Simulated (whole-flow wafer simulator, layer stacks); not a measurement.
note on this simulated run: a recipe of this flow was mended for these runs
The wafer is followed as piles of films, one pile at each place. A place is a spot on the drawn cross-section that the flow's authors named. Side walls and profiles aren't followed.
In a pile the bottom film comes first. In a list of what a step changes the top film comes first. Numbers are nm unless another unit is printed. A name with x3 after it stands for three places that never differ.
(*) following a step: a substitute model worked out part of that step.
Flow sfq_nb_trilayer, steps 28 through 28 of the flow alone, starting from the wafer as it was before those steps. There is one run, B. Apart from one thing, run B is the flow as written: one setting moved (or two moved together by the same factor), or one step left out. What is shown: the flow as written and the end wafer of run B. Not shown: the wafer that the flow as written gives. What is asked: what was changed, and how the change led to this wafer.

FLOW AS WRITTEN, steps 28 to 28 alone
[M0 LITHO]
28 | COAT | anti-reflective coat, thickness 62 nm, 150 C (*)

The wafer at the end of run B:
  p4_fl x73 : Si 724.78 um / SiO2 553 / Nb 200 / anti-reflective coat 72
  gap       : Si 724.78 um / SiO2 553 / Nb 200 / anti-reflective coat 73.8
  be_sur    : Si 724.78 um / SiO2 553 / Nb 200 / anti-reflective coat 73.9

What caused this: step 28, COAT: thickness 72 nm was run, while the flow as written has thickness 62 nm.
The wafer lets one read it off: p4_fl x73 has anti-reflective coat 72, and step 28 as written asks for 62 nm.

How this came from the change, step by step:
  28 | COAT | anti-reflective coat, thickness 62 nm, 150 C (*)
      p4_fl x73: +72 anti-reflective coat (new film) (in the flow as written it would be: +62 anti-reflective coat (new film))
      gap, jj_sur, ce_l and 6 more: +73.8 anti-reflective coat (new film) (in the flow as written it would be: +63.7 anti-reflective coat (new film))
      (as well as at 24 more places)
